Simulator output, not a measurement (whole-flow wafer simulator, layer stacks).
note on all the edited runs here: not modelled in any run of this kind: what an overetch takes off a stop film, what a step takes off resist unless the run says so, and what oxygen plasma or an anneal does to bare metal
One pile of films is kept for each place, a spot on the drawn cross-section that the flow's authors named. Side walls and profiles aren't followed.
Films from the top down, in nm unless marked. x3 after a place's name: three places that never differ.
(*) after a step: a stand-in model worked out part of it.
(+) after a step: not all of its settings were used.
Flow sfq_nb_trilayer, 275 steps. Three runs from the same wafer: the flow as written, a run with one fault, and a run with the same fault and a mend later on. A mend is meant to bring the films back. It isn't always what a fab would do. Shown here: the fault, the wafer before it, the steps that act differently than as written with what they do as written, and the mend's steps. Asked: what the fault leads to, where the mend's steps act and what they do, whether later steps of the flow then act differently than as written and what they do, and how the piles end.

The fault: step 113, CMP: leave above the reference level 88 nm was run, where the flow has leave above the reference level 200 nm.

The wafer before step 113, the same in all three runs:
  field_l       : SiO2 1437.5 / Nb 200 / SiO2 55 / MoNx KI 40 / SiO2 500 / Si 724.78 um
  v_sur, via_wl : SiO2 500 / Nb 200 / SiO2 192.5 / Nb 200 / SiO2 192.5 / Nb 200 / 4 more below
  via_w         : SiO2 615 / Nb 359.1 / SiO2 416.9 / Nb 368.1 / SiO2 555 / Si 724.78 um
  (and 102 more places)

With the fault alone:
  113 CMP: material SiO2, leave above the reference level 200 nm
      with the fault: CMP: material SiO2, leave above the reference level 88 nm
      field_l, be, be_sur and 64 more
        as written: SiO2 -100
        with the fault: SiO2 -212
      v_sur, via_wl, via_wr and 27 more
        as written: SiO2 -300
        with the fault: SiO2 -412
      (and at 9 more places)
  Later steps of the flow that act differently than as written (3 more steps differ only slightly, by at most 2% or 0.5 nm, whichever is larger, and aren't shown):
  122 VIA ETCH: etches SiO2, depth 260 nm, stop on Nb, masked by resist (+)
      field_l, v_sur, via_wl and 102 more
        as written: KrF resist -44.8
        with the fault: KrF resist -22.7
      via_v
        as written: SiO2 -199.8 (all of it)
        with the fault: SiO2 -87.8 (all of it)
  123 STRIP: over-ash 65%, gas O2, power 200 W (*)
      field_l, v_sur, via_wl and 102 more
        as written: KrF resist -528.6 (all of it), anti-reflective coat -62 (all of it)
        with the fault: KrF resist -550.7 (all of it), anti-reflective coat -62 (all of it)
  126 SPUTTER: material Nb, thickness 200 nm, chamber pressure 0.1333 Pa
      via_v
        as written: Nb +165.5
        with the fault: Nb +190.5
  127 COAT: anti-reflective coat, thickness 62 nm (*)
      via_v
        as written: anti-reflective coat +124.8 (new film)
        with the fault: anti-reflective coat +99.3 (new film)
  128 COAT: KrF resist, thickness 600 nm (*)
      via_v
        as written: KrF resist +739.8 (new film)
        with the fault: KrF resist +646.1 (new film)
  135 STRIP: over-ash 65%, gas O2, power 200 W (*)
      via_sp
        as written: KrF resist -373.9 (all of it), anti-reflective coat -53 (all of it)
        with the fault: KrF resist -382.6 (all of it), anti-reflective coat -53.6 (all of it)
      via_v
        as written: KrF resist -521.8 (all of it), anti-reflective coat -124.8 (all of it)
        with the fault: KrF resist -428.3 (all of it), anti-reflective coat -99.3 (all of it)
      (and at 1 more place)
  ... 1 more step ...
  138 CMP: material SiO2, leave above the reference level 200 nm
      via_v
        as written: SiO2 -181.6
        with the fault: SiO2 -203.6
  At the end the piles differ from the flow's by more than 2% or 0.5 nm, whichever is larger, at field_l, v_sur, via_wl and 103 more.
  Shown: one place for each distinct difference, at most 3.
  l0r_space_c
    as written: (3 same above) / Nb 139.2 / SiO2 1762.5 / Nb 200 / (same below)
    with the fault: (3 same above) / Nb 139.2 / SiO2 1650.5 / Nb 200 / (same below)
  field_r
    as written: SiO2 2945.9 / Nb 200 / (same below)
    with the fault: SiO2 2833.9 / Nb 200 / (same below)
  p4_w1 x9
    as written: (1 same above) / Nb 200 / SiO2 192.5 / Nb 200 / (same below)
    with the fault: (1 same above) / Nb 200 / SiO2 80.5 / Nb 200 / (same below)

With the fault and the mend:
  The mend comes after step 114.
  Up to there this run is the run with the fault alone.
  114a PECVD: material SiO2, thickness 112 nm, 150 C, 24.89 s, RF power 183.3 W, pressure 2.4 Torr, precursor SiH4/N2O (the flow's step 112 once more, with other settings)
      field_l, v_sur, via_wl and 103 more
        SiO2 +112
  No later step of the flow acts differently than as written at any place that is followed.
  At the end the piles are the same as the flow's at every place that both follow.
